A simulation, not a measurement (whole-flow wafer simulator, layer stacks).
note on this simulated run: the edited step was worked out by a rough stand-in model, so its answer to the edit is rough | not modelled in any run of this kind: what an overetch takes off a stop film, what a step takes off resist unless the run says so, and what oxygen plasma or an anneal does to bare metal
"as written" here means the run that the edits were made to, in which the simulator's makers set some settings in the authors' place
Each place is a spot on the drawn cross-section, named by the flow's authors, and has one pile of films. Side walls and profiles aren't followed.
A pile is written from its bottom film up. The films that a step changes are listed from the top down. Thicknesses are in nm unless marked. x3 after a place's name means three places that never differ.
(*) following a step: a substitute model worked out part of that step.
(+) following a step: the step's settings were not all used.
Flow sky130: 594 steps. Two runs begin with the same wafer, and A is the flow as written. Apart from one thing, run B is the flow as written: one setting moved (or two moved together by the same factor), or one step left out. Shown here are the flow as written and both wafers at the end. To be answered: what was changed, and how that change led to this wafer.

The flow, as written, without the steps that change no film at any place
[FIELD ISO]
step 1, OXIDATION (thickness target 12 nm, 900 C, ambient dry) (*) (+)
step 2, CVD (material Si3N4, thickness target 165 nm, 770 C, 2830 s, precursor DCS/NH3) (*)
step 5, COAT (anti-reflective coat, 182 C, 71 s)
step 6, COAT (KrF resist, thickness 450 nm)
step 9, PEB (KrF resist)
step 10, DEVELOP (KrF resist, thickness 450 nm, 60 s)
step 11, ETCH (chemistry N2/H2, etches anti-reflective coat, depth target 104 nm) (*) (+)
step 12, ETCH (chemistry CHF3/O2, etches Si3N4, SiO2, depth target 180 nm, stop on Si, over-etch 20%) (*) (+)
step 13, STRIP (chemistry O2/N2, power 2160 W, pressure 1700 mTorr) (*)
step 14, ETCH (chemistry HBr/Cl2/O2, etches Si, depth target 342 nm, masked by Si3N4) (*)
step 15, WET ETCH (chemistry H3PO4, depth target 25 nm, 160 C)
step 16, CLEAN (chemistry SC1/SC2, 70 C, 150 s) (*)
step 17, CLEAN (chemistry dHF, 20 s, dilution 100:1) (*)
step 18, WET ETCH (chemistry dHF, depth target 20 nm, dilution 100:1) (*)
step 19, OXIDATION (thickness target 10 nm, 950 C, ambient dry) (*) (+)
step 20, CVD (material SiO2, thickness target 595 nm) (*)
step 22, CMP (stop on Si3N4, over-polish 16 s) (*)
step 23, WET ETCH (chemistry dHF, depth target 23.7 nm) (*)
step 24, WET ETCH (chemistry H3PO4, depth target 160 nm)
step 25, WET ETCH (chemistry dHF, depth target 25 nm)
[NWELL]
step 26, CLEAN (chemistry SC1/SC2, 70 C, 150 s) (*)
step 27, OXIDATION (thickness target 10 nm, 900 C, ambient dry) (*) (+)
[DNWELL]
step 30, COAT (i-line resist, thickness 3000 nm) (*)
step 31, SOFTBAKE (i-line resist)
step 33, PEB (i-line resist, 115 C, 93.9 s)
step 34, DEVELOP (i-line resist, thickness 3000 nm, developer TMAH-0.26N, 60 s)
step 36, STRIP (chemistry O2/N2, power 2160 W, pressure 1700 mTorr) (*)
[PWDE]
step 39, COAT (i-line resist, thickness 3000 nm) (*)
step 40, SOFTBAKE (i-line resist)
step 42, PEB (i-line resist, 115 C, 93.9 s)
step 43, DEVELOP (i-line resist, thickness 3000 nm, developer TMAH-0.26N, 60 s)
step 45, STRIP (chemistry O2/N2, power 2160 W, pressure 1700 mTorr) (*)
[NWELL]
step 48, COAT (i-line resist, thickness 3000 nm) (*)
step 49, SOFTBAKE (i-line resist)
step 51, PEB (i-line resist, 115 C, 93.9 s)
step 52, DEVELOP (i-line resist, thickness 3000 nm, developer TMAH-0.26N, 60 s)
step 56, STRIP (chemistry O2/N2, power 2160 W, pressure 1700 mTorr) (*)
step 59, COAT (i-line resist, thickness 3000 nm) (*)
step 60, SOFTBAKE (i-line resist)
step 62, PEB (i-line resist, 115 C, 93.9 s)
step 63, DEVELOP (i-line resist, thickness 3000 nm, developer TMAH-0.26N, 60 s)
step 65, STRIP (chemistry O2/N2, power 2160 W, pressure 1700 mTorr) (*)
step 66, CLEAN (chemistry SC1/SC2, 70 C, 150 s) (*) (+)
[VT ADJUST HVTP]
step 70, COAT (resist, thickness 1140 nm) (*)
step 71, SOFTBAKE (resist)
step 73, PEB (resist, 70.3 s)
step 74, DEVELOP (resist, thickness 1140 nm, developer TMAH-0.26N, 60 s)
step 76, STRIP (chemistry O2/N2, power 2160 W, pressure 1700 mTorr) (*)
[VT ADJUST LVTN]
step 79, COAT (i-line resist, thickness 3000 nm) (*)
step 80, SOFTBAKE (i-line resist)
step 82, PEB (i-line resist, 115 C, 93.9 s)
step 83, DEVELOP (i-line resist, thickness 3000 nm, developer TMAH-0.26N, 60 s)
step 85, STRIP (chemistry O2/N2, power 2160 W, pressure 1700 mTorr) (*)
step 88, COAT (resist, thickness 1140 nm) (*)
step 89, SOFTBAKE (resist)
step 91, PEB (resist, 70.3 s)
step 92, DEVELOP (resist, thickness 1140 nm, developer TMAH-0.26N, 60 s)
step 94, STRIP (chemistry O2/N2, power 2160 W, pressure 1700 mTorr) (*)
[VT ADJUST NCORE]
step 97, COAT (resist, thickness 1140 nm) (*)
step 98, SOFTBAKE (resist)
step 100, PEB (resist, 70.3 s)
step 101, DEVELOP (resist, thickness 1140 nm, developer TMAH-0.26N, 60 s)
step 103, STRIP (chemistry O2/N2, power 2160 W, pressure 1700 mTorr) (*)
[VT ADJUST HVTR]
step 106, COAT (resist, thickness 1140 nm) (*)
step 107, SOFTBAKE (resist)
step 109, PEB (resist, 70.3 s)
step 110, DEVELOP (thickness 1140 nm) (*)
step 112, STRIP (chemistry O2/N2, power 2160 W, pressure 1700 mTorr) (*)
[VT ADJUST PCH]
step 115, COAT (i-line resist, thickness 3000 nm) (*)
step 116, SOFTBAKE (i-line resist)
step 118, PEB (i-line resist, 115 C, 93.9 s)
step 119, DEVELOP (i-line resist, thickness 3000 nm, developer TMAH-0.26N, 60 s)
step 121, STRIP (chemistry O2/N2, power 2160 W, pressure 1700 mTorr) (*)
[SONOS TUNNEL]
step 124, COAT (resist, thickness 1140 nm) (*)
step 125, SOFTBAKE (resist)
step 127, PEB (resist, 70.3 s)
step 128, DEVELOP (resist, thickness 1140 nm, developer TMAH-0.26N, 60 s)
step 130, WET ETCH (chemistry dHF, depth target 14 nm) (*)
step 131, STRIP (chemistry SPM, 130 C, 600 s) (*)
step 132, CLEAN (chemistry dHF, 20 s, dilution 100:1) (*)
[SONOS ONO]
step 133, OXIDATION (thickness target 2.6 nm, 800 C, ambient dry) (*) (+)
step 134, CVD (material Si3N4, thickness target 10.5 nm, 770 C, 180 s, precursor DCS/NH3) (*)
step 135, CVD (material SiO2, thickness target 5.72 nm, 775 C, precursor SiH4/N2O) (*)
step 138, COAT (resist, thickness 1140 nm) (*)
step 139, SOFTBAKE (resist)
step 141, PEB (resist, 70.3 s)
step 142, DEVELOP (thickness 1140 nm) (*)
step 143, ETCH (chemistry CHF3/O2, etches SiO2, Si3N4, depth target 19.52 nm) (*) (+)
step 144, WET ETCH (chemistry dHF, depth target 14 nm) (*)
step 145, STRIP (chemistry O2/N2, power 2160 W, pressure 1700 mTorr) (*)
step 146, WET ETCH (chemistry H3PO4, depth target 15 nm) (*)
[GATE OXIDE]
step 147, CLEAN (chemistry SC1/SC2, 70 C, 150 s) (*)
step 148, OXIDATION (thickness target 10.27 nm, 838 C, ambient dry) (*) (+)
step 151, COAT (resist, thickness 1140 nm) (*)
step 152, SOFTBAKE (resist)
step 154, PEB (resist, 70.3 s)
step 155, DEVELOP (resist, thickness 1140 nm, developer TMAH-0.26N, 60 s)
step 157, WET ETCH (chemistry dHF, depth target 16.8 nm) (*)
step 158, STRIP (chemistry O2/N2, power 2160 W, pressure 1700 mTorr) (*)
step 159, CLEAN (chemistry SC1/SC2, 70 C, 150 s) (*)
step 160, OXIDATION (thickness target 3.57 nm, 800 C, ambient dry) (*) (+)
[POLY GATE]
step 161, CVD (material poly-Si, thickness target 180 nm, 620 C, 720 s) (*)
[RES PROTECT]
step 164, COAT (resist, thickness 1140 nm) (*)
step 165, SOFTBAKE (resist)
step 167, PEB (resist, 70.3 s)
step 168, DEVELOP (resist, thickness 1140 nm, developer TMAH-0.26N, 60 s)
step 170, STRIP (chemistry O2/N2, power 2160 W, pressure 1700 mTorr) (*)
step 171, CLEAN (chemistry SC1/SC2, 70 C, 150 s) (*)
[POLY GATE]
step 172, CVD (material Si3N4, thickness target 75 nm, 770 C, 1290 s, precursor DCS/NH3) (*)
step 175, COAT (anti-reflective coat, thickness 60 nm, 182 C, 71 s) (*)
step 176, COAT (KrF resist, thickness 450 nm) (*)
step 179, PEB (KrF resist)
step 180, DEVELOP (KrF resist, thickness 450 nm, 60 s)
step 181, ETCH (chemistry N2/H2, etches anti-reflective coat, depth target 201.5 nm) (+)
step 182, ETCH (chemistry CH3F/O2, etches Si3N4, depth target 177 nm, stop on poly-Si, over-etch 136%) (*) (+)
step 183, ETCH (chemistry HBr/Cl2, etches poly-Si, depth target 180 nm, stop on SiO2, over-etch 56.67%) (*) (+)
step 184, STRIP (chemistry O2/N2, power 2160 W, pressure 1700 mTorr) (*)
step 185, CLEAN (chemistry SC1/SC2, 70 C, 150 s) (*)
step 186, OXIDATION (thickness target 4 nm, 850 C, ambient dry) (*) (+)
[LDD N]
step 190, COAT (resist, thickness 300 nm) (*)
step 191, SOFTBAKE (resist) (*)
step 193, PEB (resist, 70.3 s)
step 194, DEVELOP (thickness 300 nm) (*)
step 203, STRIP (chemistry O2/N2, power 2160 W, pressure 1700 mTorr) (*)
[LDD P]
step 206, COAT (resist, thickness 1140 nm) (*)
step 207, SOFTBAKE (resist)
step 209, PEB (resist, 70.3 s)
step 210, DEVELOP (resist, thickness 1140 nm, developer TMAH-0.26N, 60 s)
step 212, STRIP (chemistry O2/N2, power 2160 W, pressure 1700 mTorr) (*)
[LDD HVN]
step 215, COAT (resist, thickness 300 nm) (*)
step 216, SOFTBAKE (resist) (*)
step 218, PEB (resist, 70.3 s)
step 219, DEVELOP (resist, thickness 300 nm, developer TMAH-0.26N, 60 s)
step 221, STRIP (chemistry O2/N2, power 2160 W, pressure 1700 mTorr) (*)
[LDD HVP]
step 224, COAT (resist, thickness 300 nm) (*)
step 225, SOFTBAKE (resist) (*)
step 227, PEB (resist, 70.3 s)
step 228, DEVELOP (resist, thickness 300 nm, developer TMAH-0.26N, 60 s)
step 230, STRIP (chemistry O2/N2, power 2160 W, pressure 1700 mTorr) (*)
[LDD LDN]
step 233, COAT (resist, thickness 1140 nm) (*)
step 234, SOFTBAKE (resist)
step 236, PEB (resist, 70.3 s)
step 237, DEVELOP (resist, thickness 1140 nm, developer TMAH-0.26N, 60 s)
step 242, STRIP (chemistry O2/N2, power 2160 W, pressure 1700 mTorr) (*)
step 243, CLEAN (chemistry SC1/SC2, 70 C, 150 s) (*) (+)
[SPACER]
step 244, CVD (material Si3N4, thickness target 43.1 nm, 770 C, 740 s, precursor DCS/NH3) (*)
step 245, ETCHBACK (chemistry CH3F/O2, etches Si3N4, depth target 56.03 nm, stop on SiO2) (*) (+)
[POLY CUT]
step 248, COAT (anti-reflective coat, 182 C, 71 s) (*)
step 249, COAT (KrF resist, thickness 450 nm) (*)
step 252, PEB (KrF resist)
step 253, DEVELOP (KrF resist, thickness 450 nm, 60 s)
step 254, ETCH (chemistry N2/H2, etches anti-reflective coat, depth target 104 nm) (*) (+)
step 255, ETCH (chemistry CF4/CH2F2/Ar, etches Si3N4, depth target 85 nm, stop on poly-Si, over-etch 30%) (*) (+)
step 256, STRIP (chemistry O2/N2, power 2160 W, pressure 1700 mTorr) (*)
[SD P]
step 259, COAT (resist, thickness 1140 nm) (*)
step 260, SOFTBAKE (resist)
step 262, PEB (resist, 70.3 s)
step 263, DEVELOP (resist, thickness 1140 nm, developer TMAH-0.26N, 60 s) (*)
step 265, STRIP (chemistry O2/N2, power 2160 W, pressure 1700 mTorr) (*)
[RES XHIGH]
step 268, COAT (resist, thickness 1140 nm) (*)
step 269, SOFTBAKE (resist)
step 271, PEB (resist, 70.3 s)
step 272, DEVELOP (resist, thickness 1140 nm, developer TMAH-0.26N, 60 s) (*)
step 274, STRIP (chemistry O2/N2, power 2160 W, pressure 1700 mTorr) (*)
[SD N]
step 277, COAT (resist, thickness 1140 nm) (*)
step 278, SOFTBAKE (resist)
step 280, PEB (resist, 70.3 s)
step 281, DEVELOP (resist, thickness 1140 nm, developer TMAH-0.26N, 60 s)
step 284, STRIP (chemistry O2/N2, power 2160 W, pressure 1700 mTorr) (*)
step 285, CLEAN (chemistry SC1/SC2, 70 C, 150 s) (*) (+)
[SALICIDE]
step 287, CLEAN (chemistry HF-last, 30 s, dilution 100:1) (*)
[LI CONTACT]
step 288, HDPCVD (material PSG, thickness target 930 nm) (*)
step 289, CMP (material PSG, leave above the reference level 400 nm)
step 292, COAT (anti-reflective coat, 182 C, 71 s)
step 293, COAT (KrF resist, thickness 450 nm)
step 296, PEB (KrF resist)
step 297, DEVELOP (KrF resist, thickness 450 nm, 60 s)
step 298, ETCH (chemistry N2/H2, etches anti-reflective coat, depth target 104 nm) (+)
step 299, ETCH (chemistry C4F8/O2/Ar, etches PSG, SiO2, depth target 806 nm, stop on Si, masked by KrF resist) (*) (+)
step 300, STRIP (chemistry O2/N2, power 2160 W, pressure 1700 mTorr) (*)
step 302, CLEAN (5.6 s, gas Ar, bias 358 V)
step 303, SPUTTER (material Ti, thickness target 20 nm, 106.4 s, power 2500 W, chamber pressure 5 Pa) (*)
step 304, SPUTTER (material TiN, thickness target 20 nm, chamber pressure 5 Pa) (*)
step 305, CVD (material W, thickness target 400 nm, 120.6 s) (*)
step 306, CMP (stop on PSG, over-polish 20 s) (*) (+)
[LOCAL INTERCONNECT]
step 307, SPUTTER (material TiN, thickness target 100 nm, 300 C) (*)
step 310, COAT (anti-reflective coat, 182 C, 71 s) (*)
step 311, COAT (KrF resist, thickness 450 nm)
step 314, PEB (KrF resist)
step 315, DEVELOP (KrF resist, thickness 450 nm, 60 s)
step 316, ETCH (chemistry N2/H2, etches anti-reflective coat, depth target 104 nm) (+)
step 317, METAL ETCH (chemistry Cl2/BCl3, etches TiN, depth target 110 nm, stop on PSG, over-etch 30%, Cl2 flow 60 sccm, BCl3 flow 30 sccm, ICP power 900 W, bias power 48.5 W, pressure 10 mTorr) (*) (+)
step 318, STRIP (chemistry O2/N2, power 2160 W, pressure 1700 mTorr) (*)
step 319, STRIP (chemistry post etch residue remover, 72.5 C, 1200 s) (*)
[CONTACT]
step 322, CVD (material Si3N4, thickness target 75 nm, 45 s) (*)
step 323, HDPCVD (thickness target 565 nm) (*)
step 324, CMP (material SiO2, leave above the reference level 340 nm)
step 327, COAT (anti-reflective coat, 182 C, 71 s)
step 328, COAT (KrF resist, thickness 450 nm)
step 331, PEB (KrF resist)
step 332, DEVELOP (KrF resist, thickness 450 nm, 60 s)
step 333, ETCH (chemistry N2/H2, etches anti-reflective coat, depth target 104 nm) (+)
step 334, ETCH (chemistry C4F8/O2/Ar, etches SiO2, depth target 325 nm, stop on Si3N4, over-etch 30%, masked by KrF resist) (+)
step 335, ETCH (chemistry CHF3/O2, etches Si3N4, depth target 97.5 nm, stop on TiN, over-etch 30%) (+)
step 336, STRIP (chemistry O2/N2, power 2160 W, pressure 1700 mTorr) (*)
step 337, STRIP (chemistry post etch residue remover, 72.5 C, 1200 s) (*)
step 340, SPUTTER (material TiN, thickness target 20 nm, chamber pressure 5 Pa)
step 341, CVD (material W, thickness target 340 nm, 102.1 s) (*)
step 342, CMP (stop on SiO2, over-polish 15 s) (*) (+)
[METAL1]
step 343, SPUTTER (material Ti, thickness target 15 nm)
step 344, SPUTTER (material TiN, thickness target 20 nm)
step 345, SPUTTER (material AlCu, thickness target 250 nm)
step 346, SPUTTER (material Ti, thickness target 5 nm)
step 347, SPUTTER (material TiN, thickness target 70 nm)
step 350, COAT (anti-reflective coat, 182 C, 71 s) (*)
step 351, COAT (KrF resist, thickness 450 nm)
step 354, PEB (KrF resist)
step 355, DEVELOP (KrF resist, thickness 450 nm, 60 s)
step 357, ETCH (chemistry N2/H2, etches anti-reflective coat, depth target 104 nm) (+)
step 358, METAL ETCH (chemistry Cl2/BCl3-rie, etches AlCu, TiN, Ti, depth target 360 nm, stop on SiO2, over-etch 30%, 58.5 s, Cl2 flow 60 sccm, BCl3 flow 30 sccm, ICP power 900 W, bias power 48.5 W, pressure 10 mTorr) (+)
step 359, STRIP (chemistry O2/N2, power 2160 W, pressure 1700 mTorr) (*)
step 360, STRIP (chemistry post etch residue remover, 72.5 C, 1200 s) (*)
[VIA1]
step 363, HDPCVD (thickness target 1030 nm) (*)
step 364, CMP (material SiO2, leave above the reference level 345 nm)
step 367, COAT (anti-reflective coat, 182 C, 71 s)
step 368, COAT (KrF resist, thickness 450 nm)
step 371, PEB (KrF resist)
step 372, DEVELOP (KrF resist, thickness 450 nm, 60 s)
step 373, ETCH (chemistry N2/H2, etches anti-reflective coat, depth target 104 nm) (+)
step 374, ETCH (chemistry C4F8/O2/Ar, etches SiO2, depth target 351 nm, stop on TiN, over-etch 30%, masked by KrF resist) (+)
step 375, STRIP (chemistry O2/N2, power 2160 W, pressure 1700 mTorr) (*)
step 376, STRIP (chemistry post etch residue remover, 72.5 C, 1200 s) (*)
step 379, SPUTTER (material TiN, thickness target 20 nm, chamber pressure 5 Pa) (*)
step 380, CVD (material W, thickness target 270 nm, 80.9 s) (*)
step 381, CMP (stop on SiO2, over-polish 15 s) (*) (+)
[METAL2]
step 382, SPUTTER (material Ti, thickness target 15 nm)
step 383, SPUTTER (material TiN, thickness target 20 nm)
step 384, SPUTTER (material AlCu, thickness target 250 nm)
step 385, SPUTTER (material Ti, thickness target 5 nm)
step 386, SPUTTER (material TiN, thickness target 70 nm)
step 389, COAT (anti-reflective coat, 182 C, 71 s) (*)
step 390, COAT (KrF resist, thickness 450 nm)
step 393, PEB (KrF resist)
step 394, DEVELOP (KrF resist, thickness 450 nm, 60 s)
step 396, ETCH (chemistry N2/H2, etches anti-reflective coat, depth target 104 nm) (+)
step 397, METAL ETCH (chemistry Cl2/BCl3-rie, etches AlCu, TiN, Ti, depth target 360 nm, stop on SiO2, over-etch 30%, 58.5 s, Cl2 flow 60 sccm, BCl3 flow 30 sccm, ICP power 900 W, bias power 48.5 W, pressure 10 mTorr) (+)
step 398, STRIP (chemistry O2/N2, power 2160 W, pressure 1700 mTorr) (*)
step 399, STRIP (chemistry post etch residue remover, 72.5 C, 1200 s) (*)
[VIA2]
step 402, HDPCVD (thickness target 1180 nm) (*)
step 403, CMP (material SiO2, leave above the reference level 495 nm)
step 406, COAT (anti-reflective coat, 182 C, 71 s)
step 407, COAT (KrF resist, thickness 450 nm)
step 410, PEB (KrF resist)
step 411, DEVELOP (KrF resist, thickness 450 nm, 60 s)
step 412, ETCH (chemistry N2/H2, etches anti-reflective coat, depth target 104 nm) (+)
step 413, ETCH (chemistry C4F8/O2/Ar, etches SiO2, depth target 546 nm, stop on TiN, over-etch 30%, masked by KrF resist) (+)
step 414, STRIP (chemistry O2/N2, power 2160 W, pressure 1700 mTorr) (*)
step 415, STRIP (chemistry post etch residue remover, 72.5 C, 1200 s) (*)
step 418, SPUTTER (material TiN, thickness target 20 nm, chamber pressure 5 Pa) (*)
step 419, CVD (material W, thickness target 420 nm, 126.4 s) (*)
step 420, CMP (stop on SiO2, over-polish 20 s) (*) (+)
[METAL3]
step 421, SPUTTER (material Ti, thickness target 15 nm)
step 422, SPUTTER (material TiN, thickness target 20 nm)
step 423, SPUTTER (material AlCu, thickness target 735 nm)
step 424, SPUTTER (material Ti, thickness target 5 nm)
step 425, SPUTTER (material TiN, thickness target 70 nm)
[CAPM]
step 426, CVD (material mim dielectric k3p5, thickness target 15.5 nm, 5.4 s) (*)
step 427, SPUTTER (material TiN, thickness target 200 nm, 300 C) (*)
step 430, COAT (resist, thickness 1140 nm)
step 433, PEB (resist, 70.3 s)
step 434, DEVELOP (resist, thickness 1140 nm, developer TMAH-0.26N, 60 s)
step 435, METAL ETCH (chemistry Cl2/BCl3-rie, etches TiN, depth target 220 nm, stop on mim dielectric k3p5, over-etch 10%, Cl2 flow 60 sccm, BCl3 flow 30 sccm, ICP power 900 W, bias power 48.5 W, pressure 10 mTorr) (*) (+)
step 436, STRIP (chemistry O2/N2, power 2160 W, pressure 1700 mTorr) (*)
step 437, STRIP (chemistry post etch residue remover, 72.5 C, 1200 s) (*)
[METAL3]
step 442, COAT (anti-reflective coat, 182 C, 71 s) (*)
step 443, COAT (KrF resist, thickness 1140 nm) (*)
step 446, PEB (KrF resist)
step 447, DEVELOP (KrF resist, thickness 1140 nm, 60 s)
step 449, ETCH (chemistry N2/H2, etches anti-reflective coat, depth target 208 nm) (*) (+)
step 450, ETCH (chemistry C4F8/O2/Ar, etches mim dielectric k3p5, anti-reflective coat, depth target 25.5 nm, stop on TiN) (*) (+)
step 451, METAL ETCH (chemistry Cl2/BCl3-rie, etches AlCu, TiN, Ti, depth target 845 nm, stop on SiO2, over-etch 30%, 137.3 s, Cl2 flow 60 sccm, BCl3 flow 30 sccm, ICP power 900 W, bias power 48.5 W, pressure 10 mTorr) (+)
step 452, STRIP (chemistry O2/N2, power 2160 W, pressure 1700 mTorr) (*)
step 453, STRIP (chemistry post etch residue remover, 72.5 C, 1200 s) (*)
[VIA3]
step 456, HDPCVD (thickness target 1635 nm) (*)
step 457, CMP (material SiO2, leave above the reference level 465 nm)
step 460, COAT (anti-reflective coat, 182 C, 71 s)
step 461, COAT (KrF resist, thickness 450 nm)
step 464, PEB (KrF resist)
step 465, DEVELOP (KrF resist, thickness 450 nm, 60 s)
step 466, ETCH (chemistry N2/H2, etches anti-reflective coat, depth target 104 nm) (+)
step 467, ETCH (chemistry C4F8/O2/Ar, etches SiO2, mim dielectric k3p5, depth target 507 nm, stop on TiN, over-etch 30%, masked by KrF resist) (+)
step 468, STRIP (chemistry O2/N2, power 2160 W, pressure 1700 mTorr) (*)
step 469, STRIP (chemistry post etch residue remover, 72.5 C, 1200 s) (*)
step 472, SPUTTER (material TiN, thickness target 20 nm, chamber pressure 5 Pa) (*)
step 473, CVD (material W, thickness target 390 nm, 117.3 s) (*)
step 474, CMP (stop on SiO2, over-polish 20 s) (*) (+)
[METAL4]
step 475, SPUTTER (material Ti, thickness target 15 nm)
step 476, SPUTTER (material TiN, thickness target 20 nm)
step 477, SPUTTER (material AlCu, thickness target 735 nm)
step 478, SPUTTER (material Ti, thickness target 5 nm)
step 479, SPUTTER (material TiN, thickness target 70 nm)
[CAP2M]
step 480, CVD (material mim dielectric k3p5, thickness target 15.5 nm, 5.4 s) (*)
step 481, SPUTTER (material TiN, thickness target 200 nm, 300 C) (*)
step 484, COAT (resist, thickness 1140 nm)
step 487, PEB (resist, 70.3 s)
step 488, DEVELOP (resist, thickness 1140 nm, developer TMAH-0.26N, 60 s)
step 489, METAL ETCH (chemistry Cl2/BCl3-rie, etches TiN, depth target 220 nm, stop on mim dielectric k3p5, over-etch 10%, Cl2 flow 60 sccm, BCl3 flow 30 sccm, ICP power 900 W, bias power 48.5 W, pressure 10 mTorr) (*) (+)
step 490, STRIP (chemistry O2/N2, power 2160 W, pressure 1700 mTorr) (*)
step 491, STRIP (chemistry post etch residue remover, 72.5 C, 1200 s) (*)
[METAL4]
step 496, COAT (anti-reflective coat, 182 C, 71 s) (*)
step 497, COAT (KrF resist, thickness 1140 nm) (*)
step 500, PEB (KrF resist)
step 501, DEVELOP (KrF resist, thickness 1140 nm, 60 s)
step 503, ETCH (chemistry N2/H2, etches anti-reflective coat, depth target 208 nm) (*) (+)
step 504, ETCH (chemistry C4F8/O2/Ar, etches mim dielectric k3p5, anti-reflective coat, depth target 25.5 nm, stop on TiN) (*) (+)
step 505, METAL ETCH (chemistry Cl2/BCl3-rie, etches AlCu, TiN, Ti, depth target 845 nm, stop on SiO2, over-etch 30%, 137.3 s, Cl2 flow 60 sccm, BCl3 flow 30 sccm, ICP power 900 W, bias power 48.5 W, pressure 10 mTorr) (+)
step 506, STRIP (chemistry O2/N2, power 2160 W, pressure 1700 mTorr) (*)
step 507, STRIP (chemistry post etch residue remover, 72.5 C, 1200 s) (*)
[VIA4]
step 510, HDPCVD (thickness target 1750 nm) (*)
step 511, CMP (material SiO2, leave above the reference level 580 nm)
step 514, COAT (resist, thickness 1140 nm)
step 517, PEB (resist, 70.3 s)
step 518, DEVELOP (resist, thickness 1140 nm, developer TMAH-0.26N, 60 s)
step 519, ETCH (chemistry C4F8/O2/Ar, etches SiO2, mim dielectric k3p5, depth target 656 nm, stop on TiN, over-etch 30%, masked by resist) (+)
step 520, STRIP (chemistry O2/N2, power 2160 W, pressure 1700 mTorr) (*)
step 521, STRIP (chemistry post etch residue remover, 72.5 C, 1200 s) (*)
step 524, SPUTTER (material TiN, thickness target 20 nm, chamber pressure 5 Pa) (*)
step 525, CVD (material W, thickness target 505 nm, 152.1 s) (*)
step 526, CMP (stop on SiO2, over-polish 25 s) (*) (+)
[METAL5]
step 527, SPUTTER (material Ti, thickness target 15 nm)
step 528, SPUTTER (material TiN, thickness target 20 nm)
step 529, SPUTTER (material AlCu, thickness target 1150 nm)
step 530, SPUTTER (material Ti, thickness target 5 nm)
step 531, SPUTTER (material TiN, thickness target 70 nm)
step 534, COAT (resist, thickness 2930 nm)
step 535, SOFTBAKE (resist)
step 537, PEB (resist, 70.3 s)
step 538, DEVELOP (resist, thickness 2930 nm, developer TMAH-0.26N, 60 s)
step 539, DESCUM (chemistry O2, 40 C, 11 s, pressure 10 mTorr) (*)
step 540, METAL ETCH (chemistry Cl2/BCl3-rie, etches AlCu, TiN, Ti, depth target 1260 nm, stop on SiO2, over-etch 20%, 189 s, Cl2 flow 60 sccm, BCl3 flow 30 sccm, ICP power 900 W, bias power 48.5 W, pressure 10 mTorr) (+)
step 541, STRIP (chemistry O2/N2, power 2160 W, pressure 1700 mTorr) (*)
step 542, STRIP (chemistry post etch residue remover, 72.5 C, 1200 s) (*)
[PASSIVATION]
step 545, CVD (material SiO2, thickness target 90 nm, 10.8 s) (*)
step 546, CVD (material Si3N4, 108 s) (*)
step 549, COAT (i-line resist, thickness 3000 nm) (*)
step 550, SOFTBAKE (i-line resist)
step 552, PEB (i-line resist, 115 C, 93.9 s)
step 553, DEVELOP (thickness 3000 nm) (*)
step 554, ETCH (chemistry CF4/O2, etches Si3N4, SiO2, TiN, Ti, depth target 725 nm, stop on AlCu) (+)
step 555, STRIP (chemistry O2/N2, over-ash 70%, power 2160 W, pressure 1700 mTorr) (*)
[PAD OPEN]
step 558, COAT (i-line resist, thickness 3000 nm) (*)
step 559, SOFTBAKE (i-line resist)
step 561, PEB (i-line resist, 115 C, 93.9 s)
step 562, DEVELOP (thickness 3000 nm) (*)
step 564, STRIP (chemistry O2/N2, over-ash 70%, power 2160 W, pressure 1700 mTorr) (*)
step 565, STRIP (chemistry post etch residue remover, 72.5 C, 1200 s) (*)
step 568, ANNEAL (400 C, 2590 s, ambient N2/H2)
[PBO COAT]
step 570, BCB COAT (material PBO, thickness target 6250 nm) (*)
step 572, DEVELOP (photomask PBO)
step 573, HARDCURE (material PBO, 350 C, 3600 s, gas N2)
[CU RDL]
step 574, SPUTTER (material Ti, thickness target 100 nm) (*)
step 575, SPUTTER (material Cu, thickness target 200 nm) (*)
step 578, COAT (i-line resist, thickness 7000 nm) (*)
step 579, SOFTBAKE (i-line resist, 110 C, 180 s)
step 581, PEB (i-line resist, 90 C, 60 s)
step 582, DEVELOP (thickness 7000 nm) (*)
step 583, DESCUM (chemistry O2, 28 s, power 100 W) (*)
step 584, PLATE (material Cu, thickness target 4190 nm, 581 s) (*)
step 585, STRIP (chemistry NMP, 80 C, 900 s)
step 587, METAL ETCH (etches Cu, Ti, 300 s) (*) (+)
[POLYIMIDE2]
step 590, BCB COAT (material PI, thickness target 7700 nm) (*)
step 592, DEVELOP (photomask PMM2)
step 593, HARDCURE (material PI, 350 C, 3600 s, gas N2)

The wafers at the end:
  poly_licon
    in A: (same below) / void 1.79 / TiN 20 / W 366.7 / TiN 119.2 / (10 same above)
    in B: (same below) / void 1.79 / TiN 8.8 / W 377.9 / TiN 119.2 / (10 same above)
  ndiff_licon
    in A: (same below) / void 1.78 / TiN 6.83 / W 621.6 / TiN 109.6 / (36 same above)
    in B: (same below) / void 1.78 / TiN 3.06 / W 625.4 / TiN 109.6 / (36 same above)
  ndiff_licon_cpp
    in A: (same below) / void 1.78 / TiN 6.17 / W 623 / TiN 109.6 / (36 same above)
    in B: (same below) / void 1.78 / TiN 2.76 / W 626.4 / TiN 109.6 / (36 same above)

The reason: step 304, SPUTTER: thickness target 8.8 nm was run, though the flow has thickness target 20 nm.
The wafer itself shows it: poly_licon has TiN 8.8, and step 304 as written asks for 20 nm.

The path from the change to this, step by step:
  step 304, SPUTTER (material TiN, thickness target 20 nm, chamber pressure 5 Pa) (*)
      field, active, n_well and 185 more: A TiN gains 20 (new film) | B TiN gains 8.8 (new film)
      ndiff_licon: A TiN gains 6.83 (new film) | B TiN gains 3.06 (new film)
      (as well as at 2 more places)
  step 306, CMP (stop on PSG, over-polish 20 s) (*) (+)
      field, active, n_well and 184 more: A W loses 400 (all of it), TiN loses 20 (all of it), Ti loses 20 (all of it), PSG loses 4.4 | B W loses 400 (all of it), TiN loses 8.8 (all of it), Ti loses 20 (all of it), PSG loses 4.4
      ndiff_licon, ndiff_licon_cpp, rpo_hd_licon: A W loses 444.9 | B W loses 433.7
      (as well as at 1 more place)
